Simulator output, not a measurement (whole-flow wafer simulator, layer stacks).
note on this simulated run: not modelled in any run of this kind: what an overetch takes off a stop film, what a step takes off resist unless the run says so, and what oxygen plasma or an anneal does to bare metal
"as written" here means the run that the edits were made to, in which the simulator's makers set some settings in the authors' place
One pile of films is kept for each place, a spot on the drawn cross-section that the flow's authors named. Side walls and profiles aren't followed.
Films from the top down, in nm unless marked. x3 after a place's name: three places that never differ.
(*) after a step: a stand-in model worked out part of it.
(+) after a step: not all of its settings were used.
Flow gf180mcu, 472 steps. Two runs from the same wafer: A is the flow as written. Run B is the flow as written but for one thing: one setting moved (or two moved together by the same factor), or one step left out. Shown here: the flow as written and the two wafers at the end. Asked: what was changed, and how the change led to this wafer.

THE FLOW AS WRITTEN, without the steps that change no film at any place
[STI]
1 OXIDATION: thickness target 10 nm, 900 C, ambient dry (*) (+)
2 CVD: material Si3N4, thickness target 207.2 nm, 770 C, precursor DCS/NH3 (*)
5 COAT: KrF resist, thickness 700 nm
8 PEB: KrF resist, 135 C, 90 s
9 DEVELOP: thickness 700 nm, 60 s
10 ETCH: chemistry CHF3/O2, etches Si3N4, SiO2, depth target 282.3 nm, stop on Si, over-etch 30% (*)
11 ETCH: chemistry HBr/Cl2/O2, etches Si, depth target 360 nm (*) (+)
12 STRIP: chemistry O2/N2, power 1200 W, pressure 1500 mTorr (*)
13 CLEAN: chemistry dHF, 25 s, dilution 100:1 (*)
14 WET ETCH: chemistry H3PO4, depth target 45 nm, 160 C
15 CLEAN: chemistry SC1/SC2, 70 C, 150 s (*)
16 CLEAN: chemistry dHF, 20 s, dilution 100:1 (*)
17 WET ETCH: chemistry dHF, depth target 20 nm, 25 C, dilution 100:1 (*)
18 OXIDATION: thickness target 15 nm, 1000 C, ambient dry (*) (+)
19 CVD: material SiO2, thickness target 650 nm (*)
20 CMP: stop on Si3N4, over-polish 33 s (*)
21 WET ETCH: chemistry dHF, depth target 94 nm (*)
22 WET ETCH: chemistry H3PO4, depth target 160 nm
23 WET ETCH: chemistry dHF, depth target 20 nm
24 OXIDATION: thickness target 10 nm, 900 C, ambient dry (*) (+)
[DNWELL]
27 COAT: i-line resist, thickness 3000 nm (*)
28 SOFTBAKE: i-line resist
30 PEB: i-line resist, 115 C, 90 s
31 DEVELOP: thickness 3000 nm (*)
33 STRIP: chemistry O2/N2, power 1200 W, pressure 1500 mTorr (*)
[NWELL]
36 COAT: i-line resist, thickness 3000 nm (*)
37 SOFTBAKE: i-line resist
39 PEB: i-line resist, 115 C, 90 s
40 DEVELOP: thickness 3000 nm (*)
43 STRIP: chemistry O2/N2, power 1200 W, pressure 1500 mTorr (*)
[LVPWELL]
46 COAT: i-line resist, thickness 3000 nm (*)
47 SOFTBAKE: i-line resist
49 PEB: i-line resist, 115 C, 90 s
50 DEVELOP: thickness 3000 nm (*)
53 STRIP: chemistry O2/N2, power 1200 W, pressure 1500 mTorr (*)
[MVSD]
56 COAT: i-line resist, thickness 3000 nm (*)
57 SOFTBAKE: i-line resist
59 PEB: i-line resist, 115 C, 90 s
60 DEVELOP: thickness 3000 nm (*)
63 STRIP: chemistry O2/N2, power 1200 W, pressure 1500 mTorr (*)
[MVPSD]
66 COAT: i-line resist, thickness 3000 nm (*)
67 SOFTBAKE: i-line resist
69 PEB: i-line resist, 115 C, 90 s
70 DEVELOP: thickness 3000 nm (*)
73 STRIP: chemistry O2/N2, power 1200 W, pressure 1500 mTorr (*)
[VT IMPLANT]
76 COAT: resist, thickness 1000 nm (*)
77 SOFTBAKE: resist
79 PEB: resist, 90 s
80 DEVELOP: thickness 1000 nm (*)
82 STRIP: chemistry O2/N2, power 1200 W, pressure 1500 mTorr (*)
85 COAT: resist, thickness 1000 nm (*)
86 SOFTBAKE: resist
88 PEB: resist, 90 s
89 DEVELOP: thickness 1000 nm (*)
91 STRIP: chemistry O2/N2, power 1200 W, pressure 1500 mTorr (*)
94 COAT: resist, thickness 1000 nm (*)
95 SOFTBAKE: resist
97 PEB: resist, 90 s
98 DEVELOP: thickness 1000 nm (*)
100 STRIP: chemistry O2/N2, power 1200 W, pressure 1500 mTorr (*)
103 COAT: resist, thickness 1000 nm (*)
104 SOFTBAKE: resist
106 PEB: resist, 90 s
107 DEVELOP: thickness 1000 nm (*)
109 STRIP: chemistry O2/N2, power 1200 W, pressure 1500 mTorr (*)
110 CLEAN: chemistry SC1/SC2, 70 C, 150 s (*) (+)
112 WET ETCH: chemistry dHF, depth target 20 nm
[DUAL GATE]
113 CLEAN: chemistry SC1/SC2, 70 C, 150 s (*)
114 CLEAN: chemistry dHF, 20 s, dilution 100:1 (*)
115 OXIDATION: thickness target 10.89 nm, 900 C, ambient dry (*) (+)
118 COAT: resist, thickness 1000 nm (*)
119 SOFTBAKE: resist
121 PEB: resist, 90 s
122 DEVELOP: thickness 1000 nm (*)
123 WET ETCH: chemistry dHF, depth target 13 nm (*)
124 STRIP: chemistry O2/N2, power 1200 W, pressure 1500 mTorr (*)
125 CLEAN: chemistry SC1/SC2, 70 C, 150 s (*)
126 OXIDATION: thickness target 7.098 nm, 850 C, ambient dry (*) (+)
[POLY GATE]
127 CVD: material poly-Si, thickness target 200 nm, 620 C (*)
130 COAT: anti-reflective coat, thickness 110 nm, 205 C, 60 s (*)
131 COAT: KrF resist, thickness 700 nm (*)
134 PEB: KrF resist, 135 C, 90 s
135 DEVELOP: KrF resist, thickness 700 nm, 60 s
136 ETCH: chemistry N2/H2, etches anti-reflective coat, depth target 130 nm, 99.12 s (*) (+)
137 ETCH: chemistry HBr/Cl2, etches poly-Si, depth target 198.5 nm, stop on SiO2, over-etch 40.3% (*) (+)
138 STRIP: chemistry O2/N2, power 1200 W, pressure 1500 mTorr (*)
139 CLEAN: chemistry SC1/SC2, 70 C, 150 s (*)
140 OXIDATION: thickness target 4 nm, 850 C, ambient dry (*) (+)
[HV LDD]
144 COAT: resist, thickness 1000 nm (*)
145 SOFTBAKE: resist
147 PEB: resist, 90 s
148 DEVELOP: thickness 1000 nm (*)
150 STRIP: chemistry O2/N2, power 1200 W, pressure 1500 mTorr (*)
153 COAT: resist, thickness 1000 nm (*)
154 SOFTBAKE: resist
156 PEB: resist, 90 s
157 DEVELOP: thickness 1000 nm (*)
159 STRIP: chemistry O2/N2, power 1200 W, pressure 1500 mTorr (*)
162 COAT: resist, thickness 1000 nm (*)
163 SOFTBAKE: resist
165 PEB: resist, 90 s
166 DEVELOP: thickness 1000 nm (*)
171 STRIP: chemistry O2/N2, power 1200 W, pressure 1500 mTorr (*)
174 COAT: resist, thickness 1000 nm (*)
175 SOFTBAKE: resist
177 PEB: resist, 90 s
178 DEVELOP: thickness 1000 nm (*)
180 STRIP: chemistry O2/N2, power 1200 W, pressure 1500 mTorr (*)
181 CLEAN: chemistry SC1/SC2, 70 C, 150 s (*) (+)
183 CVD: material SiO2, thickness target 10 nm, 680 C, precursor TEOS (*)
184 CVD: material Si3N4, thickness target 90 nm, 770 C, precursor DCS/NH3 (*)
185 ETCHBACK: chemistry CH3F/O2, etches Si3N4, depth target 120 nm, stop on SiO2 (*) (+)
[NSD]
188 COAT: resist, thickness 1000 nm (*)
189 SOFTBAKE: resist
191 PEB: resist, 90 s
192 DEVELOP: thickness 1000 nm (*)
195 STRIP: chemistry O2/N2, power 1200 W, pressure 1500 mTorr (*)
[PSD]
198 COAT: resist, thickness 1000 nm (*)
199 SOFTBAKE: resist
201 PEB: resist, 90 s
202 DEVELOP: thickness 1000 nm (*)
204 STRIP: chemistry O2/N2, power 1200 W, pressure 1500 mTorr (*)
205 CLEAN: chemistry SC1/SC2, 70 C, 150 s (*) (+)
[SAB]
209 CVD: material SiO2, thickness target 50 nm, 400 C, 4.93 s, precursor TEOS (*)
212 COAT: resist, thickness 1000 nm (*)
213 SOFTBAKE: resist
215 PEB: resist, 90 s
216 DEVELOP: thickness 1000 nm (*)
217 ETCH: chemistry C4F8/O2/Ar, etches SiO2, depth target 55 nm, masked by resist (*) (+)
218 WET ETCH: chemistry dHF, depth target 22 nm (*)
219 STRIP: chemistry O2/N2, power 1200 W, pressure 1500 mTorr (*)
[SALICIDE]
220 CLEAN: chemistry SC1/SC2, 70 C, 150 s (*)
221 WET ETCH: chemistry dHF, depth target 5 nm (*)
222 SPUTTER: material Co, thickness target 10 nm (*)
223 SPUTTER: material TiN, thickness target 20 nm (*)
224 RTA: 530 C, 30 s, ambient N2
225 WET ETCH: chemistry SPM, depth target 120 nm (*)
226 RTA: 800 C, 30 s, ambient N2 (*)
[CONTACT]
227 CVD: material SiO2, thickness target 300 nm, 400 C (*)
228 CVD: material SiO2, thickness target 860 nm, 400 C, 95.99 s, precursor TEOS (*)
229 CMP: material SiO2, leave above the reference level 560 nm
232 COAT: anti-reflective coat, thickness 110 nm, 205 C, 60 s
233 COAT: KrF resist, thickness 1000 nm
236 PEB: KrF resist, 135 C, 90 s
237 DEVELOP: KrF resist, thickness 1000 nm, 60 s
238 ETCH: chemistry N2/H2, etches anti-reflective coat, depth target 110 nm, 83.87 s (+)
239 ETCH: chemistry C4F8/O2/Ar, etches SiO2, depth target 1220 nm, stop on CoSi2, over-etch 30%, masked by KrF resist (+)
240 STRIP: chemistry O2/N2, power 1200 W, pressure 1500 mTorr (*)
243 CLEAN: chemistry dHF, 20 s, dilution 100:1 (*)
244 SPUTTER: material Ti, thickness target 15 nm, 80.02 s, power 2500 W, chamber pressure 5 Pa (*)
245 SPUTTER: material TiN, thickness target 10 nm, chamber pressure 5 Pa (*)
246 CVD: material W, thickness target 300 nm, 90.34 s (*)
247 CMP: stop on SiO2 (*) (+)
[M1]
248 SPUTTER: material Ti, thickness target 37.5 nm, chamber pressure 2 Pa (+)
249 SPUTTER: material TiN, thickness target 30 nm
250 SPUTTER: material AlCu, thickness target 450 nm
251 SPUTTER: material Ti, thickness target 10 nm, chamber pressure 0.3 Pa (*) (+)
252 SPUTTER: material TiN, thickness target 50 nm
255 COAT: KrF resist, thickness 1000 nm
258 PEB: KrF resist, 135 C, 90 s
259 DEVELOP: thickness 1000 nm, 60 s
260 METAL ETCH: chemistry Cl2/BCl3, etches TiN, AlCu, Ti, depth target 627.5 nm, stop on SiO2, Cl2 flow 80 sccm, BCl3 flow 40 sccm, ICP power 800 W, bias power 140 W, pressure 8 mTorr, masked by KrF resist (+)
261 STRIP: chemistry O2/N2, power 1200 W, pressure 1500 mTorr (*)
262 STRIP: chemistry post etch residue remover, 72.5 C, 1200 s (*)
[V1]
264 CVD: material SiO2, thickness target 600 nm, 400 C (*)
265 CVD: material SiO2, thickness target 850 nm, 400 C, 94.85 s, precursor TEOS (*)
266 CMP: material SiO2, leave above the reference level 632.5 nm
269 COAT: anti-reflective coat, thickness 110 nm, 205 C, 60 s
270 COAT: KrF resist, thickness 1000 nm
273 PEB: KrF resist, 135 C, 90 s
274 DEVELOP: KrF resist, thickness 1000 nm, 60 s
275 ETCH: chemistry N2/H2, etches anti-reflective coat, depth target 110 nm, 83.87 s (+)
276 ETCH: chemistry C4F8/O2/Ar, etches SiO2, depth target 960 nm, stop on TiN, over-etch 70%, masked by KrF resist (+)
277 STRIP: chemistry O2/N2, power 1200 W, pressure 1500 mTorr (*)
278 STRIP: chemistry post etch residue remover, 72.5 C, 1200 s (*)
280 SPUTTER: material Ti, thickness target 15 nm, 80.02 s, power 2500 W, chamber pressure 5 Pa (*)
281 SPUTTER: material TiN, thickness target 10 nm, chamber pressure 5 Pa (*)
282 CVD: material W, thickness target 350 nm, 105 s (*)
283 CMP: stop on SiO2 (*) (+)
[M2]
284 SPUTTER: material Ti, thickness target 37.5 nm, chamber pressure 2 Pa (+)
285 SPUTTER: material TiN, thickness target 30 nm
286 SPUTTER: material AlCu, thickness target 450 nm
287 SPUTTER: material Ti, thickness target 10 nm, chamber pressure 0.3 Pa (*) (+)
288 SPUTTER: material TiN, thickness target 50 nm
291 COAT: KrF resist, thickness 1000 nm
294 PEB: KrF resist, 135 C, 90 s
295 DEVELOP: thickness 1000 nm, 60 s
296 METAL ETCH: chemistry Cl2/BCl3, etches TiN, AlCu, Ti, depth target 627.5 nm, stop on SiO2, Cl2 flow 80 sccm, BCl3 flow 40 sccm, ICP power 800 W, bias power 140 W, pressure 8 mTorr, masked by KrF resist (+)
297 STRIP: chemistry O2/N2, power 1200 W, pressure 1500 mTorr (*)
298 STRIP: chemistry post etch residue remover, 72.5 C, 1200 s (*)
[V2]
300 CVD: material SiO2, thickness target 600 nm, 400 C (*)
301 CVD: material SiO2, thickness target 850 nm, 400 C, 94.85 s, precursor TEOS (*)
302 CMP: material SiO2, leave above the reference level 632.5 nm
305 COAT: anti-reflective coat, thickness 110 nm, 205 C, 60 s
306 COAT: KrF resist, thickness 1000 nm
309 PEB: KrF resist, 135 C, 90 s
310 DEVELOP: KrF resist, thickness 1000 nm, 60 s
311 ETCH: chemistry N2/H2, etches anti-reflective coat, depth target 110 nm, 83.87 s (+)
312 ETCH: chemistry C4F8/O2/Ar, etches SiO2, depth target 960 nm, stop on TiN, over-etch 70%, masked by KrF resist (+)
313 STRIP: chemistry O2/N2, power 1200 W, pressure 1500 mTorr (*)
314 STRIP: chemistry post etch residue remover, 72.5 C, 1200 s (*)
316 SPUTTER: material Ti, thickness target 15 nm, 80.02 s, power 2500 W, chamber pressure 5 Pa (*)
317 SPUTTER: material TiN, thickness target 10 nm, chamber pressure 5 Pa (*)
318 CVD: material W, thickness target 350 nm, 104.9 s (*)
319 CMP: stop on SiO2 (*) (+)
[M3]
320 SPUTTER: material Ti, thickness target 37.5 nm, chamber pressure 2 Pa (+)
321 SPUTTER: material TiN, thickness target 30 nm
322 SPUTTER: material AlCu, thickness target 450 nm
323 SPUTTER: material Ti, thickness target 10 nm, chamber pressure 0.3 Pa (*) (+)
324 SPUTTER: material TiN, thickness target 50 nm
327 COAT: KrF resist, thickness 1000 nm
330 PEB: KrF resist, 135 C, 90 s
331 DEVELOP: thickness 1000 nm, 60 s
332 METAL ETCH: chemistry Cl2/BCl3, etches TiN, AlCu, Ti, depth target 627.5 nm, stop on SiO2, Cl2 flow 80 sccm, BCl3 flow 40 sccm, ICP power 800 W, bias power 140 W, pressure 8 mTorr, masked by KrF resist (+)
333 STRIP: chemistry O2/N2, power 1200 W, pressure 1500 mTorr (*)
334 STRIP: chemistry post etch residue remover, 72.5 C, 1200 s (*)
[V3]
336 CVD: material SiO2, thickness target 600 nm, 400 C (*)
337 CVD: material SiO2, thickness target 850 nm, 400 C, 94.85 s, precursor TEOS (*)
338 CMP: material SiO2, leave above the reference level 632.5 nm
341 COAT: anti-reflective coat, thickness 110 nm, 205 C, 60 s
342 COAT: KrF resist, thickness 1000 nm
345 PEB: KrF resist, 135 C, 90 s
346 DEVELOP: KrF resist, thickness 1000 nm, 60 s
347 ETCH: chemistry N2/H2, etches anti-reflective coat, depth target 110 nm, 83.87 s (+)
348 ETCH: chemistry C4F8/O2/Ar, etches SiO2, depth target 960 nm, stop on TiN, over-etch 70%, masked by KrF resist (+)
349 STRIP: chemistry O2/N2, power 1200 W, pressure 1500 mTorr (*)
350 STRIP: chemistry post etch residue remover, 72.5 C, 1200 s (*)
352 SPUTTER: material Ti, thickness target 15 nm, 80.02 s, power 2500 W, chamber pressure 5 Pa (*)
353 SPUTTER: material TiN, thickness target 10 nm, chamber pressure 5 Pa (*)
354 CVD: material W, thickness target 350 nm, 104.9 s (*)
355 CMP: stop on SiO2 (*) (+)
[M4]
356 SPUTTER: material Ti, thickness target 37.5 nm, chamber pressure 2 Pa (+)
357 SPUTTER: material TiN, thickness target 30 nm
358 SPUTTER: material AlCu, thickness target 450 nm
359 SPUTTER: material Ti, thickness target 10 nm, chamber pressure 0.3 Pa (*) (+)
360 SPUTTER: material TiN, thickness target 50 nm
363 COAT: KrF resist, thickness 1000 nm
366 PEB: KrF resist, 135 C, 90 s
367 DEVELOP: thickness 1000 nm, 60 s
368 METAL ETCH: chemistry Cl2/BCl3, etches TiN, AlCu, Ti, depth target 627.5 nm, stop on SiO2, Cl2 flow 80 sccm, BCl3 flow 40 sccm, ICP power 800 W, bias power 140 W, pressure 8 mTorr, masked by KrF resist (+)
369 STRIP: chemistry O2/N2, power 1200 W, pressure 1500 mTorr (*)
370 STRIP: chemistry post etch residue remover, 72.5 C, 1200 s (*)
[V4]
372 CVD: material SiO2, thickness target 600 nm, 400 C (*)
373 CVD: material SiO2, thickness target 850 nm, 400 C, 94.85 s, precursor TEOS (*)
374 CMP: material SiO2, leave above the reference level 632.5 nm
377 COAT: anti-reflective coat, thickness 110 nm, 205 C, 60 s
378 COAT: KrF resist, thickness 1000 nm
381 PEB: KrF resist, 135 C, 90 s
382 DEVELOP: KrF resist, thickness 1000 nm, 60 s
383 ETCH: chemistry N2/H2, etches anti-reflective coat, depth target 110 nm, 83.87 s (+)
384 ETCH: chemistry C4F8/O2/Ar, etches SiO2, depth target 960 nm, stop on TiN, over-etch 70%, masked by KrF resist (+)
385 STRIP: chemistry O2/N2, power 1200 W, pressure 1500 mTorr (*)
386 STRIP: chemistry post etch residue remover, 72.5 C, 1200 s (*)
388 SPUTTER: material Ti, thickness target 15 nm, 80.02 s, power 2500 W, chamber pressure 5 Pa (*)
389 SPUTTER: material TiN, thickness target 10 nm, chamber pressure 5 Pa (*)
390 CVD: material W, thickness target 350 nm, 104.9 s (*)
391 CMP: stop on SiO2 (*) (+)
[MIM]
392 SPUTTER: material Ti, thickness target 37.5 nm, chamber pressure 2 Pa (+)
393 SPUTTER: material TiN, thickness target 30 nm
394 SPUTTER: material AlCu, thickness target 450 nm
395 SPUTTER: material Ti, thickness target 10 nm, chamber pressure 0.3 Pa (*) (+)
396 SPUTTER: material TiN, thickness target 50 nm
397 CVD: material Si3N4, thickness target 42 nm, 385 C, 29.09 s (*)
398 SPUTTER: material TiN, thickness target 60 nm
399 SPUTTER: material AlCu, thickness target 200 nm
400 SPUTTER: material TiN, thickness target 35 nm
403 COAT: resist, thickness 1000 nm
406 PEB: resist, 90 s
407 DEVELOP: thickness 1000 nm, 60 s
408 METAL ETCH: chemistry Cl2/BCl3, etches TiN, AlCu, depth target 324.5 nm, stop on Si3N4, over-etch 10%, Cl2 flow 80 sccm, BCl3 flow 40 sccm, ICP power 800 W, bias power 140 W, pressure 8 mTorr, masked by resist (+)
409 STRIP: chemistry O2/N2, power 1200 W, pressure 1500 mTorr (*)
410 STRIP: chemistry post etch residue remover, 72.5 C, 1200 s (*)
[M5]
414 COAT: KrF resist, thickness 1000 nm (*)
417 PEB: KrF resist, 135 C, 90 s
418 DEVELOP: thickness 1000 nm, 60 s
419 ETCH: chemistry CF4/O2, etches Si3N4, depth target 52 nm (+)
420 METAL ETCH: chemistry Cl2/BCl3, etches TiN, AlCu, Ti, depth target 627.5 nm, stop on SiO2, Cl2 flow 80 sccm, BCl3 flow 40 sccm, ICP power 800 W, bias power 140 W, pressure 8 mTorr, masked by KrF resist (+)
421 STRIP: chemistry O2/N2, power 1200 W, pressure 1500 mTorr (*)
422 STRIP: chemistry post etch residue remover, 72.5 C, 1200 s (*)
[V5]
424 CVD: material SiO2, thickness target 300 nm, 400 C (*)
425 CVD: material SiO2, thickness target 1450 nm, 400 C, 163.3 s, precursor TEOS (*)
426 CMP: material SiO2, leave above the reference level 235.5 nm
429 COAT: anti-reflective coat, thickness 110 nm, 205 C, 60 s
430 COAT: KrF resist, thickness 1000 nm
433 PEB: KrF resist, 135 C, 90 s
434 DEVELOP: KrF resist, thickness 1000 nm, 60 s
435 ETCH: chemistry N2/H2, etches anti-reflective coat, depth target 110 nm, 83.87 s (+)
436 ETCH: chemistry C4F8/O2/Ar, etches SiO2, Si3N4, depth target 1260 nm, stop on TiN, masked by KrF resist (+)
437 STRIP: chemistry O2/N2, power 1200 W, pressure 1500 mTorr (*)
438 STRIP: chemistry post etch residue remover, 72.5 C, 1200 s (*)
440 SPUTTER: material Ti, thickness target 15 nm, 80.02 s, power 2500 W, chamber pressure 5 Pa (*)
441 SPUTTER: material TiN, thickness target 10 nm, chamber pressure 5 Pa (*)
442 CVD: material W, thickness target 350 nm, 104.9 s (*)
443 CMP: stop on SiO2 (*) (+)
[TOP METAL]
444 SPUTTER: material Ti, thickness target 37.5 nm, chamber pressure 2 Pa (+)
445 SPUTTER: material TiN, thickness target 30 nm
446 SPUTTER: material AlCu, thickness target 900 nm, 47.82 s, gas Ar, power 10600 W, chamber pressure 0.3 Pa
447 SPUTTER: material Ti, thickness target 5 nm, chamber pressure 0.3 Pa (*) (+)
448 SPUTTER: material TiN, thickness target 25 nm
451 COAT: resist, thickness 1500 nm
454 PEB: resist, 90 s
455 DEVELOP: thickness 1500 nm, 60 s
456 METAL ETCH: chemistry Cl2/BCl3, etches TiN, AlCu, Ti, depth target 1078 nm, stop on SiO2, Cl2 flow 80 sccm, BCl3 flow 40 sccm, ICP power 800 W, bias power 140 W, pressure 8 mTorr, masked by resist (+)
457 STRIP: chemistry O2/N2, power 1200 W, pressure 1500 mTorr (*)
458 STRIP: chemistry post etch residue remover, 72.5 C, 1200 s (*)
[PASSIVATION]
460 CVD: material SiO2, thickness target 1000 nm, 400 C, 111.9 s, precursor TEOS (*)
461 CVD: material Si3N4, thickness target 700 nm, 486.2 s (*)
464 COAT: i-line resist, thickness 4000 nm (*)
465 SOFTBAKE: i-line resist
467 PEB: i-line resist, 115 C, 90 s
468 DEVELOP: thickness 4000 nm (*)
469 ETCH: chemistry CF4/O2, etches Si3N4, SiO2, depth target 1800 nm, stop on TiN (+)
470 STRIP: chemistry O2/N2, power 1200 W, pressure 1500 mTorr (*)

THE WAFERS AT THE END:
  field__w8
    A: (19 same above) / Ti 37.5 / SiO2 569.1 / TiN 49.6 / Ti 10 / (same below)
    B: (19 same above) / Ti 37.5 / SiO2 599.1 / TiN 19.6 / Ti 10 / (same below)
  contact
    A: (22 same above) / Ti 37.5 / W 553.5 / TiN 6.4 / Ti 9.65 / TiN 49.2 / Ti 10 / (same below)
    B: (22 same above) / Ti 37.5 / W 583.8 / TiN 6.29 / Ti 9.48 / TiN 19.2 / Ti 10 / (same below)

The cause: step 324, SPUTTER: thickness target 20 nm was run, where the flow has thickness target 50 nm.

How the change led to this, step by step:
  324 SPUTTER: material TiN, thickness target 50 nm
      field, field__w1, field__w2 and 108 more: A TiN +50 (new film) | B TiN +20 (new film)
  332 METAL ETCH: chemistry Cl2/BCl3, etches TiN, AlCu, Ti, depth target 627.5 nm, stop on SiO2, Cl2 flow 80 sccm, BCl3 flow 40 sccm, ICP power 800 W, bias power 140 W, pressure 8 mTorr, masked by KrF resist (+)
      field, field__w1, field__w2 and 103 more: A TiN -50 (all of it), Ti -10 (all of it), AlCu -450 (all of it), TiN -30 (all of it), Ti -37.5 (all of it) | B TiN -20 (all of it), Ti -10 (all of it), AlCu -450 (all of it), TiN -30 (all of it), Ti -37.5 (all of it)
  338 CMP: material SiO2, leave above the reference level 632.5 nm
      field__w8, contact, m1, m1__w1, m1_nw: A SiO2 -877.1 | B SiO2 -847.1
  348 ETCH: chemistry C4F8/O2/Ar, etches SiO2, depth target 960 nm, stop on TiN, over-etch 70%, masked by KrF resist (+)
      contact: A SiO2 -572.1 (all of it) | B SiO2 -602.1 (all of it)
  354 CVD: material W, thickness target 350 nm, 104.9 s (*)
      contact: A W +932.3 (new film) | B W +962.6 (new film)
